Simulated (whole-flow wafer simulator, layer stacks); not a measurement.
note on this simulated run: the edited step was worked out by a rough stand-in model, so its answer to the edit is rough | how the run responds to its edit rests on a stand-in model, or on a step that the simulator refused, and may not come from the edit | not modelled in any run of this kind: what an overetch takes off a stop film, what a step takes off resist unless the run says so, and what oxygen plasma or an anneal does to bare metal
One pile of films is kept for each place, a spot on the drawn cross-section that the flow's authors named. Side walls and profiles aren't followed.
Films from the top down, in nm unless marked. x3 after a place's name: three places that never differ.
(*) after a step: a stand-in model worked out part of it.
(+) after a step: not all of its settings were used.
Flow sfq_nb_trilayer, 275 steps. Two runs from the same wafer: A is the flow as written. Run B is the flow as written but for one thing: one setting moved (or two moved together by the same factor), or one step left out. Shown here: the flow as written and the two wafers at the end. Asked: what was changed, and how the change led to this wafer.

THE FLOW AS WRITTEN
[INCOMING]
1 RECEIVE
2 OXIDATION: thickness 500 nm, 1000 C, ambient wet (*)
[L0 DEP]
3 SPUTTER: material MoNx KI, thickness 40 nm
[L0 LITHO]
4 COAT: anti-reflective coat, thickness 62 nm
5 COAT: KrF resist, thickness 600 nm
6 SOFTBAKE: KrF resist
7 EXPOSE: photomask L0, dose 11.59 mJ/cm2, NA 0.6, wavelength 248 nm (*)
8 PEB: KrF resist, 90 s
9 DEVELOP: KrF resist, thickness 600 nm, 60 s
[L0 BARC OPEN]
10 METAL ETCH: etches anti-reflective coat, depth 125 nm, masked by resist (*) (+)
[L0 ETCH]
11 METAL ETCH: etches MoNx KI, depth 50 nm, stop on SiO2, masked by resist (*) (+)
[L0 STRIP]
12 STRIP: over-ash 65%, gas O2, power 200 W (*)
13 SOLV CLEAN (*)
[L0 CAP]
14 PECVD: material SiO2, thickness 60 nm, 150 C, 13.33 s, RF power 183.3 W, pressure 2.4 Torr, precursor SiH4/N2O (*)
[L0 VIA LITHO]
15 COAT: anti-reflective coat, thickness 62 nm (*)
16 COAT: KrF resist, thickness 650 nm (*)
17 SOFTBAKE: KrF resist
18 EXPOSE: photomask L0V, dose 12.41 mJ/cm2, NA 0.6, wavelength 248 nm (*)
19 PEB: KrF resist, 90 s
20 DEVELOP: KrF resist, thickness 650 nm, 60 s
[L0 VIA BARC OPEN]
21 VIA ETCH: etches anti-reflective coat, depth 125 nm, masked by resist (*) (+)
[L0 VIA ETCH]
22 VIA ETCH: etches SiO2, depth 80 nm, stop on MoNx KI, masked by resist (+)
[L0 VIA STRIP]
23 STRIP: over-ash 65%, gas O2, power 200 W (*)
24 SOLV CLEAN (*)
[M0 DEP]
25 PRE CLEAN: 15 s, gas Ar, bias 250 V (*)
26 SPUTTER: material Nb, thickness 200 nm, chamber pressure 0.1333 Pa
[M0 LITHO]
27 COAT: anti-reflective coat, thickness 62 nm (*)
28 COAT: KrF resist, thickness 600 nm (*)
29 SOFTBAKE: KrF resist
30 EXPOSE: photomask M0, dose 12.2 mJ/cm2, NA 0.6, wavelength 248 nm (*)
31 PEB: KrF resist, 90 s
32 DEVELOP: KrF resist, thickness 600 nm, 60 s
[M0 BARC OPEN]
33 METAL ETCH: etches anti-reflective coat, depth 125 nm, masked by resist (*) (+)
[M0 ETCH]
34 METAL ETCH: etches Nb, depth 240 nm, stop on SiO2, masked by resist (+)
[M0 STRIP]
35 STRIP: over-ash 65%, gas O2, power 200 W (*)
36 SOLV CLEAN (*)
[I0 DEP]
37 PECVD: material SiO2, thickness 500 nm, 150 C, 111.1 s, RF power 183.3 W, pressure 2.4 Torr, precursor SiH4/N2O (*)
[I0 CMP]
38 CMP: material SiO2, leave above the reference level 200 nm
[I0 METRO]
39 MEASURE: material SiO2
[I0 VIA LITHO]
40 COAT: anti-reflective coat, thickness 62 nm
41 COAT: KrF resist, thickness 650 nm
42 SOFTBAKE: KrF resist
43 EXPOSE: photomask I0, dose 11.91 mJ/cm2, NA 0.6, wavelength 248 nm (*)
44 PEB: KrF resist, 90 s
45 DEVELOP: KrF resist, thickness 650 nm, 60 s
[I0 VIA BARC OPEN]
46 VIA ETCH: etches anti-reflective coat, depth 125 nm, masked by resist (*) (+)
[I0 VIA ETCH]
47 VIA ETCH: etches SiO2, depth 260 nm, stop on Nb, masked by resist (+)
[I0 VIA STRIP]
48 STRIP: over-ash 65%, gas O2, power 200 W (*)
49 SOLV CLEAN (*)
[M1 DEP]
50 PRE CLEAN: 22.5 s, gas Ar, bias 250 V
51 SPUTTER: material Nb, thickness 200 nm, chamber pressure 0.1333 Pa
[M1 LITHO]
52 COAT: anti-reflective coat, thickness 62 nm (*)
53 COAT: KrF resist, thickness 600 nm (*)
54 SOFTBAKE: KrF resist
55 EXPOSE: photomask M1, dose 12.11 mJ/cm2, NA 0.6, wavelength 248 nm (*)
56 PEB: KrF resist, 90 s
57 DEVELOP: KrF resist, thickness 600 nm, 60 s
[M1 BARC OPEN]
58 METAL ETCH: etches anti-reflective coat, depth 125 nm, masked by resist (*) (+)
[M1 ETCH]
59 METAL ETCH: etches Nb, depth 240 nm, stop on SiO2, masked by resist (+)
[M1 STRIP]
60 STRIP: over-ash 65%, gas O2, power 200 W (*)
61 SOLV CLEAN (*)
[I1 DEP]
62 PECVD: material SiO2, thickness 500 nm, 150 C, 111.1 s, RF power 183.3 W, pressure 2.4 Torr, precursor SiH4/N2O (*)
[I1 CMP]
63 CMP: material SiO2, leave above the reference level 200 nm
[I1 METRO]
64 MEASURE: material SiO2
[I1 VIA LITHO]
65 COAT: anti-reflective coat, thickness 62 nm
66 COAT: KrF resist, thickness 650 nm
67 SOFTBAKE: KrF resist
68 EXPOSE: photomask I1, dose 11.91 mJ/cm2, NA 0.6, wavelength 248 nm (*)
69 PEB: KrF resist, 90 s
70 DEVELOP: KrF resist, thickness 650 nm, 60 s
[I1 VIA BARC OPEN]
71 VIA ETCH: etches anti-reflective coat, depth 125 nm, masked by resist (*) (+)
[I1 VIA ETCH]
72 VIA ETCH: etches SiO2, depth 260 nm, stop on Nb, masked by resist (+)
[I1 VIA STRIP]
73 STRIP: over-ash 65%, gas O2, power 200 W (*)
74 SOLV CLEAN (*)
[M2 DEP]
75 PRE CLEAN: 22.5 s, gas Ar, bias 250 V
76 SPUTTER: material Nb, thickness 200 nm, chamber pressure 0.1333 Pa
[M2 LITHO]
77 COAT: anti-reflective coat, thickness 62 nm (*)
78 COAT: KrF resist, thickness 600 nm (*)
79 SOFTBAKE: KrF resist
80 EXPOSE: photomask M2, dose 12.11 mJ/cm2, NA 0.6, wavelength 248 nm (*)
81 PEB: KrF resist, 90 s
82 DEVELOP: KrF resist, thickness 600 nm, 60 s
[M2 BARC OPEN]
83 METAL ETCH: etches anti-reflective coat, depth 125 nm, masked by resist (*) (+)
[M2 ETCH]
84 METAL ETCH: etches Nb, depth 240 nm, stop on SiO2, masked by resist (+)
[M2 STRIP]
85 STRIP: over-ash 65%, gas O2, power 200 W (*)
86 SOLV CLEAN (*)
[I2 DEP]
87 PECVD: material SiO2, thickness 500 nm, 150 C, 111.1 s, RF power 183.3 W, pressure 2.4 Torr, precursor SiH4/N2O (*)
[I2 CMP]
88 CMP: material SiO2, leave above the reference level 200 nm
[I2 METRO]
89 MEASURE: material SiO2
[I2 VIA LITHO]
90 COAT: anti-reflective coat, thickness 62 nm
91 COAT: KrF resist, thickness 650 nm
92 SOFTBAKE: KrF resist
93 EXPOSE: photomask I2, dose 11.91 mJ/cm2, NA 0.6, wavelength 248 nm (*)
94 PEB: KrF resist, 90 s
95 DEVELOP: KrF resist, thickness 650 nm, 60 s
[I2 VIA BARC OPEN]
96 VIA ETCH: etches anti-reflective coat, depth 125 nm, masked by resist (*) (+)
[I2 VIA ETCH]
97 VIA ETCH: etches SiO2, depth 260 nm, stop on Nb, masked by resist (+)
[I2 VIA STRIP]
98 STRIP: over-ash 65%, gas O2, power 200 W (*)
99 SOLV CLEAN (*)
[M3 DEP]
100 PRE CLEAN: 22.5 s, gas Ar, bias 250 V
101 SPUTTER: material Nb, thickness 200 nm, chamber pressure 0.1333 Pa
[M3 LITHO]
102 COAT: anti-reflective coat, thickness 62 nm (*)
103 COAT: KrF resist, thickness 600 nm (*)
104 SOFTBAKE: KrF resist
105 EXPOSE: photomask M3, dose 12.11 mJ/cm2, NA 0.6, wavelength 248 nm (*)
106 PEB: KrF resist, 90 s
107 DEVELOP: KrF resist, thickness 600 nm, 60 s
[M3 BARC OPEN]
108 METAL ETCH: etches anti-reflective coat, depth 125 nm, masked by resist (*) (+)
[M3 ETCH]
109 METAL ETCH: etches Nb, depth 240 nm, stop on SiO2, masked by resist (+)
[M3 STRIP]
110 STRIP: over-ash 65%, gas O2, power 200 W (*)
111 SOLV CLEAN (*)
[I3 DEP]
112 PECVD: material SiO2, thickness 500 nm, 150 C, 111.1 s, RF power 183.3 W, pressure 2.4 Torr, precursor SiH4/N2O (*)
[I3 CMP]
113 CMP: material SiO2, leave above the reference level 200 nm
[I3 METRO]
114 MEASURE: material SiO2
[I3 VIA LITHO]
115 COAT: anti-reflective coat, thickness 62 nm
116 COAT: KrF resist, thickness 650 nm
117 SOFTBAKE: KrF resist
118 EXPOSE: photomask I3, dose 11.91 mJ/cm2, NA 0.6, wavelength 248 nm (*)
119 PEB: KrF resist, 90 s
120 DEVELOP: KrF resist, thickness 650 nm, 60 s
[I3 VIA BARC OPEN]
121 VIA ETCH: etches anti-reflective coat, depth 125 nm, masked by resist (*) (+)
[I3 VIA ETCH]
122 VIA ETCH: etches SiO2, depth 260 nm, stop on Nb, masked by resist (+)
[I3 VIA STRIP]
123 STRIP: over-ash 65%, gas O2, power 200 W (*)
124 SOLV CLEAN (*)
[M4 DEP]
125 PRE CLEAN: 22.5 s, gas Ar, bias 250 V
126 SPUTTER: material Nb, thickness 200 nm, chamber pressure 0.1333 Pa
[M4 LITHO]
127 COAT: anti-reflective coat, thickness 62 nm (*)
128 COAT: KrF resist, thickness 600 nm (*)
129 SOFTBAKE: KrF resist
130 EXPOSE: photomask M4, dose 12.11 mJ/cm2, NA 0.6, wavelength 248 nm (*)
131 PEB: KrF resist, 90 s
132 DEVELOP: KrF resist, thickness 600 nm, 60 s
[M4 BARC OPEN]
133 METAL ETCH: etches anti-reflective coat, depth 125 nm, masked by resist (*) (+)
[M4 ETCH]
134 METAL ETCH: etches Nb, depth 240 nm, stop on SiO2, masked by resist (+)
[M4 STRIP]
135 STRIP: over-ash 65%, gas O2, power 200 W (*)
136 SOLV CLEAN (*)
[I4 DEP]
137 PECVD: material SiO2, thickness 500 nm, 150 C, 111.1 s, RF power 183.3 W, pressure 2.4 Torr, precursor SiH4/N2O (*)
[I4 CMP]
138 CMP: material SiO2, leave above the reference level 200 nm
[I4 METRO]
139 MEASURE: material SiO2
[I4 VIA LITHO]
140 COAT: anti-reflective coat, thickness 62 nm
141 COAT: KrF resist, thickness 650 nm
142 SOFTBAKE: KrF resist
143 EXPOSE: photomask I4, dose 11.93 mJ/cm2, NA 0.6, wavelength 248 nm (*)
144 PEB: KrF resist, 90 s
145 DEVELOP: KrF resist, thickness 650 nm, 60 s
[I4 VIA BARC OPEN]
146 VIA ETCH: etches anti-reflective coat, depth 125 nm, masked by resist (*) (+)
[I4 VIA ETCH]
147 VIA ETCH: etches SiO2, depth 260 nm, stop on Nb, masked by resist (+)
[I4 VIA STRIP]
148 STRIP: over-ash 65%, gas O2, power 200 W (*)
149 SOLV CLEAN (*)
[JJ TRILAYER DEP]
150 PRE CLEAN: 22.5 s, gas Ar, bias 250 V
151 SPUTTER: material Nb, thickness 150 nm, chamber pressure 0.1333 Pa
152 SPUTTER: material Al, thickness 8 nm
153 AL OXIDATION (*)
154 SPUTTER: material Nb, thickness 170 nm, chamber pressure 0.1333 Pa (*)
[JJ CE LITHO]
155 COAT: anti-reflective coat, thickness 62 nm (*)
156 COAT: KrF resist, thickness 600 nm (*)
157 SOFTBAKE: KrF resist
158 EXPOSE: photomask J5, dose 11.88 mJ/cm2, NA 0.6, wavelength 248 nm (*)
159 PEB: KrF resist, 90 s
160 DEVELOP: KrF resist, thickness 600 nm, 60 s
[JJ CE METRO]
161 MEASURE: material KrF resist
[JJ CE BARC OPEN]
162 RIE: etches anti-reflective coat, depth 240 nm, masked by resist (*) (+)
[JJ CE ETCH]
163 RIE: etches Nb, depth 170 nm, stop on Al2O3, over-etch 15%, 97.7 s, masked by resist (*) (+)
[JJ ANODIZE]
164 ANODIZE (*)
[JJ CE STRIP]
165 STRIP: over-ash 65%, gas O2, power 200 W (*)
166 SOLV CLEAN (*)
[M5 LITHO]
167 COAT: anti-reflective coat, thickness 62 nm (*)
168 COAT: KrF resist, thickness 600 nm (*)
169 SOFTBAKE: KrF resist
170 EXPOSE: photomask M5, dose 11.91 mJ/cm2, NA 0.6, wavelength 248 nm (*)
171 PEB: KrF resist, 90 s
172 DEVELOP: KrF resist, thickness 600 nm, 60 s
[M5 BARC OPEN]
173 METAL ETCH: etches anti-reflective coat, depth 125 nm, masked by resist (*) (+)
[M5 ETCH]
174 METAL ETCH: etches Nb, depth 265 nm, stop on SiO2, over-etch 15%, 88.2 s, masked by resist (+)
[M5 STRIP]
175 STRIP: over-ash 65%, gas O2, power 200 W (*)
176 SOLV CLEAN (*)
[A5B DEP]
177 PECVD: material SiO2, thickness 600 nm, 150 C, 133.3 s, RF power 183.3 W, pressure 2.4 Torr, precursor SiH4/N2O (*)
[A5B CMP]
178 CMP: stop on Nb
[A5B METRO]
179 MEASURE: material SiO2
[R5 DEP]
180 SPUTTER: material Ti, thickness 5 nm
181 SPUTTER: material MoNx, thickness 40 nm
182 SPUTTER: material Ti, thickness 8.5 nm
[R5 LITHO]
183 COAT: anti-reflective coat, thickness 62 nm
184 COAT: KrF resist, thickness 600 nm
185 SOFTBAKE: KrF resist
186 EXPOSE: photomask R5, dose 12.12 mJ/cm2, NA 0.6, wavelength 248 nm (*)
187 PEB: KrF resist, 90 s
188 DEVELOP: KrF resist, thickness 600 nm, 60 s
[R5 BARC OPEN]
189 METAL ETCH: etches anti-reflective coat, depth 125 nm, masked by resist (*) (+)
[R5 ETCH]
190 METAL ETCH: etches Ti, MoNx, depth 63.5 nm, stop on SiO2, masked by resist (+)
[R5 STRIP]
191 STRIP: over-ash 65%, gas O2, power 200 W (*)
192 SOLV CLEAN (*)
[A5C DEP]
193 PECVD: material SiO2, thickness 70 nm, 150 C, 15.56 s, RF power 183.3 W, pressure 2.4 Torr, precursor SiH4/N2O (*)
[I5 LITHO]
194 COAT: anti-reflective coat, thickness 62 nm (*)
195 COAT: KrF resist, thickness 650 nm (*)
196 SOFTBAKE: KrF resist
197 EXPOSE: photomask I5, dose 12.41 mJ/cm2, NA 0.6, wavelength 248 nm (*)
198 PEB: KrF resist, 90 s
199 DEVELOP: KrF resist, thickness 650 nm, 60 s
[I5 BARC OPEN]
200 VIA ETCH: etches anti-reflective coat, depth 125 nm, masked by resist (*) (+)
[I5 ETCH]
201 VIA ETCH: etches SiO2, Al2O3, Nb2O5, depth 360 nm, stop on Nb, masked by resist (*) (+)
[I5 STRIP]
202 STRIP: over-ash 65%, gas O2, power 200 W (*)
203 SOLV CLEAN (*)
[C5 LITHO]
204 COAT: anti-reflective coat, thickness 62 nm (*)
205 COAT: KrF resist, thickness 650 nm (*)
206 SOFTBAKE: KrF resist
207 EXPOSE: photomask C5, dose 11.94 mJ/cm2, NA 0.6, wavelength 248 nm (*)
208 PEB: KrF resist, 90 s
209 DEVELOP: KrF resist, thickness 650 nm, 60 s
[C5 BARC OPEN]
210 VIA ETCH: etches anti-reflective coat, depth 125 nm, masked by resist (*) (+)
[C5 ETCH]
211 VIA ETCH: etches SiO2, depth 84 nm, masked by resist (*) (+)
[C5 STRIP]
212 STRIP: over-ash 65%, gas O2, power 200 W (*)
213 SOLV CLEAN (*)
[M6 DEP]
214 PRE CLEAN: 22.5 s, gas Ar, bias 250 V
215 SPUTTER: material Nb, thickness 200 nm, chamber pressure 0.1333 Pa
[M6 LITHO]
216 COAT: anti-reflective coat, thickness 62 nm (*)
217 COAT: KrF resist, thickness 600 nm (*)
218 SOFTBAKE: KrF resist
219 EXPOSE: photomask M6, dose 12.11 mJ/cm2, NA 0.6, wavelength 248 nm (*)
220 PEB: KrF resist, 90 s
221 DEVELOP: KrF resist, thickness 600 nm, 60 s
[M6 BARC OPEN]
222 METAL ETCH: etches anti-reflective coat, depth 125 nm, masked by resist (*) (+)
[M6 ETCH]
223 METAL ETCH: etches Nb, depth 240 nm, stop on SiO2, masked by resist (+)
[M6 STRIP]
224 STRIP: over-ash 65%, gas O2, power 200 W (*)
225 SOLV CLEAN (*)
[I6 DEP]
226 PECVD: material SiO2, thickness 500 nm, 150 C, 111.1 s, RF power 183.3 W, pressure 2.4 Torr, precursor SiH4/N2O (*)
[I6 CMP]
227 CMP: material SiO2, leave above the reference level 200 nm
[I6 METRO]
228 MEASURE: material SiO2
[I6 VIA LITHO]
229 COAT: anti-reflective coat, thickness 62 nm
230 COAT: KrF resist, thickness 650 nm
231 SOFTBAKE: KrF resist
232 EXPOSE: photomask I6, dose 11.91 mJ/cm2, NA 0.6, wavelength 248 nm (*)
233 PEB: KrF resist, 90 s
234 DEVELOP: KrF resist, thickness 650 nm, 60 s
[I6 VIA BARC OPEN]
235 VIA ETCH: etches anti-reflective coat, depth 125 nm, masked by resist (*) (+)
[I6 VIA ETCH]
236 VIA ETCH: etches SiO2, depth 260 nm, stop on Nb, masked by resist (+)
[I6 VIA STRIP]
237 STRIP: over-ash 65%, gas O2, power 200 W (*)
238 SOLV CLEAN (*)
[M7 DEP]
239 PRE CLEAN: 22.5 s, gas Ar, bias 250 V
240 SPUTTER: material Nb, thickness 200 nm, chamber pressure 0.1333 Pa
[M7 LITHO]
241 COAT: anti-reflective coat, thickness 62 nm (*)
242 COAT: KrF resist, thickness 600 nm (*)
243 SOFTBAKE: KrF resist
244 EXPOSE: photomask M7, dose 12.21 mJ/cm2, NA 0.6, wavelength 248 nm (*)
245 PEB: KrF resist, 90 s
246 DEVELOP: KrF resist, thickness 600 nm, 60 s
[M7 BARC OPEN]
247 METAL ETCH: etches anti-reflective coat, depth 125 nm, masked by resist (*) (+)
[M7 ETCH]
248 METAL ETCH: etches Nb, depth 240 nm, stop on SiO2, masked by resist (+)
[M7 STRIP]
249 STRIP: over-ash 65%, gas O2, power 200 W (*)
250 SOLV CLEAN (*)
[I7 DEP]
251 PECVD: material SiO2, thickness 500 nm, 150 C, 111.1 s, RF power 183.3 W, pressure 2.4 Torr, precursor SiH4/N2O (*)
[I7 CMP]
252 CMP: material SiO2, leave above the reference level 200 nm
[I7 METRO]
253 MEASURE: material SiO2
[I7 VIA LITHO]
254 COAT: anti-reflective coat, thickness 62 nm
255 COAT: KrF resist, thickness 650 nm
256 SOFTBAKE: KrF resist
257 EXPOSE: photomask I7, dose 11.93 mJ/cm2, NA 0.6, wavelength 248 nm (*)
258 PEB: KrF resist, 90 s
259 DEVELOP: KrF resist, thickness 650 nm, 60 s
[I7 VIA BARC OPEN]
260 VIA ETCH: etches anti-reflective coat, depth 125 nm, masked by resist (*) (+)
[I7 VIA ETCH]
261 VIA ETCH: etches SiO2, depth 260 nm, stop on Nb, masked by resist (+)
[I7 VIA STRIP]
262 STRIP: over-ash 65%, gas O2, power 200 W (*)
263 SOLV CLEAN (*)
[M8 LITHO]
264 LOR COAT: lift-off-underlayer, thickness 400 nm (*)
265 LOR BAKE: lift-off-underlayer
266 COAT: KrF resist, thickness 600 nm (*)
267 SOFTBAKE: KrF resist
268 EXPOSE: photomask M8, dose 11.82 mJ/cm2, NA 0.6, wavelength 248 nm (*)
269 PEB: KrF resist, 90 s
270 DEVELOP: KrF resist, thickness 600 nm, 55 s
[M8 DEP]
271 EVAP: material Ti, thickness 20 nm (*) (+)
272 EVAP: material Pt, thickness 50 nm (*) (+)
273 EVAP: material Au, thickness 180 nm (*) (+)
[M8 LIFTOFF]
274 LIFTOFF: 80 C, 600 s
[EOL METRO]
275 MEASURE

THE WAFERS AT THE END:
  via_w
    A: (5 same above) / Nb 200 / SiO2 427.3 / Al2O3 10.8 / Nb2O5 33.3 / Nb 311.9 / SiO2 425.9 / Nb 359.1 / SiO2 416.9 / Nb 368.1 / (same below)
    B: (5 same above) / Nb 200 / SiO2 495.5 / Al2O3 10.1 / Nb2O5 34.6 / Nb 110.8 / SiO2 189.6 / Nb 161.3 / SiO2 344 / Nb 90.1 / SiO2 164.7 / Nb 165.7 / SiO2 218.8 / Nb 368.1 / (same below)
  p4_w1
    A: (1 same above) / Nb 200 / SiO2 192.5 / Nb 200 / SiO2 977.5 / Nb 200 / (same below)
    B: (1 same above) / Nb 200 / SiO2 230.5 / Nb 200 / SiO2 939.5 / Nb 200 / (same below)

The cause: step 62, PECVD: thickness 262 nm was run, where the flow has thickness 500 nm; step 62, PECVD: 58.33 s was run, where the flow has 111.1 s.

How the change led to this, step by step:
  62 PECVD: material SiO2, thickness 500 nm, 150 C, 111.1 s, RF power 183.3 W, pressure 2.4 Torr, precursor SiH4/N2O (*)
      field_l, be, be_sur and 72 more: A SiO2 +500 | B SiO2 +262
      v_sur, via_wl, via_wr and 20 more: A SiO2 +500 (new film) | B SiO2 +262 (new film)
      (and at 8 more places)
  63 CMP: material SiO2, leave above the reference level 200 nm
      field_l, be, be_sur and 72 more: A SiO2 -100 | B nothing
      lsp_m, ln_m6, lsp_r, l0_sur, l0v: A SiO2 -94.9 | B nothing
      (and at 26 more places)
  65 COAT: anti-reflective coat, thickness 62 nm
      ce_r, sp_r, p3_s1, p3_l2, p3_s5, p3_l6: A anti-reflective coat +62 (new film) | B anti-reflective coat +63.8 (new film)
      be_r, r_sur, res, p3_s2, p3_l5: A anti-reflective coat +62 (new film) | B anti-reflective coat +63.7 (new film)
      (and at 78 more places)
  66 COAT: KrF resist, thickness 650 nm
      m0r_line_l, m6r_line_l, m7r_line_l: A KrF resist +650 (new film) | B KrF resist +677.6 (new film)
      m0r_space_l, m6r_space_l, m7r_space_l: A KrF resist +650 (new film) | B KrF resist +667 (new film)
      (and at 57 more places)
  70 DEVELOP: KrF resist, thickness 650 nm, 60 s
      via_v: A KrF resist -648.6 (all of it) | B KrF resist -599.5 (all of it)
  71 VIA ETCH: etches anti-reflective coat, depth 125 nm, masked by resist (*) (+)
      field_l, v_sur, via_wl and 102 more: A KrF resist -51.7 | B KrF resist -42.7
      via_v: A anti-reflective coat -62 (all of it), SiO2 -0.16 | B anti-reflective coat -51.2 (all of it), SiO2 -0.13
  73 STRIP: over-ash 65%, gas O2, power 200 W (*)
      m0r_line_l, m6r_line_l, m7r_line_l: A KrF resist -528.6 (all of it), anti-reflective coat -62 (all of it) | B KrF resist -565.1 (all of it), anti-reflective coat -62.5 (all of it)
      m0r_space_l, m6r_space_l, m7r_space_l: A KrF resist -528.6 (all of it), anti-reflective coat -62 (all of it) | B KrF resist -554.5 (all of it), anti-reflective coat -79.6 (all of it)
      (and at 95 more places)
  76 SPUTTER: material Nb, thickness 200 nm, chamber pressure 0.1333 Pa
      be, lsp_l: A Nb +200 (new film) | B Nb +187.4 (new film)
      via_w: A Nb +200 (new film) | B Nb +165.7 (new film)
  77 COAT: anti-reflective coat, thickness 62 nm (*)
      m0r_space_l, m0r_space_r, m6r_space_l, m6r_space_r, m7r_space_l, m7r_space_r: A anti-reflective coat +62 (new film) | B anti-reflective coat +76.5 (new film)
      p3_l3, p3_s3, p3_l4, p3_s4, p3_l5: A anti-reflective coat +62 (new film) | B anti-reflective coat +63.5 (new film)
      (and at 79 more places)
  78 COAT: KrF resist, thickness 600 nm (*)
      m0r_line_l, m0r_line_r, m6r_line_l, m6r_line_r, m7r_line_l, m7r_line_r: A KrF resist +600 (new film) | B KrF resist +624.5 (new film)
      m0r_space_l, m0r_space_r, m6r_space_l, m6r_space_r, m7r_space_l, m7r_space_r: A KrF resist +600 (new film) | B KrF resist +618 (new film)
      (and at 57 more places)
  82 DEVELOP: KrF resist, thickness 600 nm, 60 s
      m0r_line_l, m0r_line_r, m6r_line_l, m6r_line_r, m7r_line_l, m7r_line_r: A KrF resist -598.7 (all of it) | B KrF resist -623.2 (all of it)
      m0r_space_l, m0r_space_r, m6r_space_l, m6r_space_r, m7r_space_l, m7r_space_r: A KrF resist -598.7 (all of it) | B KrF resist -616.8 (all of it)
      (and at 35 more places)
  83 METAL ETCH: etches anti-reflective coat, depth 125 nm, masked by resist (*) (+)
      m5r_linepad_l, m5r_linepad_r, r5r_spacepad_l, r5r_spacepad_r: A anti-reflective coat -62 (all of it) | B anti-reflective coat -125
      v_sur, via_wl, via_w and 19 more: A KrF resist -51.7 | B KrF resist -69.4
      (and at 64 more places)
  84 METAL ETCH: etches Nb, depth 240 nm, stop on SiO2, masked by resist (+)
      m5r_linepad_l, m5r_linepad_r: A Nb -200 (all of it) | B anti-reflective coat -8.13 (all of it), Nb -200 (all of it)
      r5r_spacepad_l, r5r_spacepad_r: A Nb -200 (all of it) | B anti-reflective coat -9.07 (all of it), Nb -200 (all of it)
      (and at 2 more places)
  85 STRIP: over-ash 65%, gas O2, power 200 W (*)
      v_sur: A KrF resist -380 (all of it), anti-reflective coat -61.4 (all of it) | B KrF resist -294 (all of it), anti-reflective coat -42.2 (all of it)
      via_wl: A KrF resist -379.5 (all of it), anti-reflective coat -61.3 (all of it) | B KrF resist -301.2 (all of it), anti-reflective coat -37.6 (all of it)
      (and at 20 more places)
  87 PECVD: material SiO2, thickness 500 nm, 150 C, 111.1 s, RF power 183.3 W, pressure 2.4 Torr, precursor SiH4/N2O (*)
      via_w: A SiO2 +500 (new film) | B SiO2 +589.5 (new film)
  88 CMP: material SiO2, leave above the reference level 200 nm
      field_l, be, be_sur and 79 more: A SiO2 -100 | B nothing
      via_w: A SiO2 -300 | B SiO2 -157.1
  ... 39 more steps ...
  178 CMP: stop on Nb
      via_w: A SiO2 -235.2 | B SiO2 -226.5
Counting metal films that touch as one body, via_w has 7 bodies (between them, from the top down: SiO2 192.5; SiO2 495.5 / Al2O3 10.1 / Nb2O5 34.6; SiO2 189.6; SiO2 344; SiO2 164.7; SiO2 218.8); the flow as written gives 5 bodies (between them, from the top down: SiO2 192.5; SiO2 427.3 / Al2O3 10.8 / Nb2O5 33.3; SiO2 425.9; SiO2 416.9).
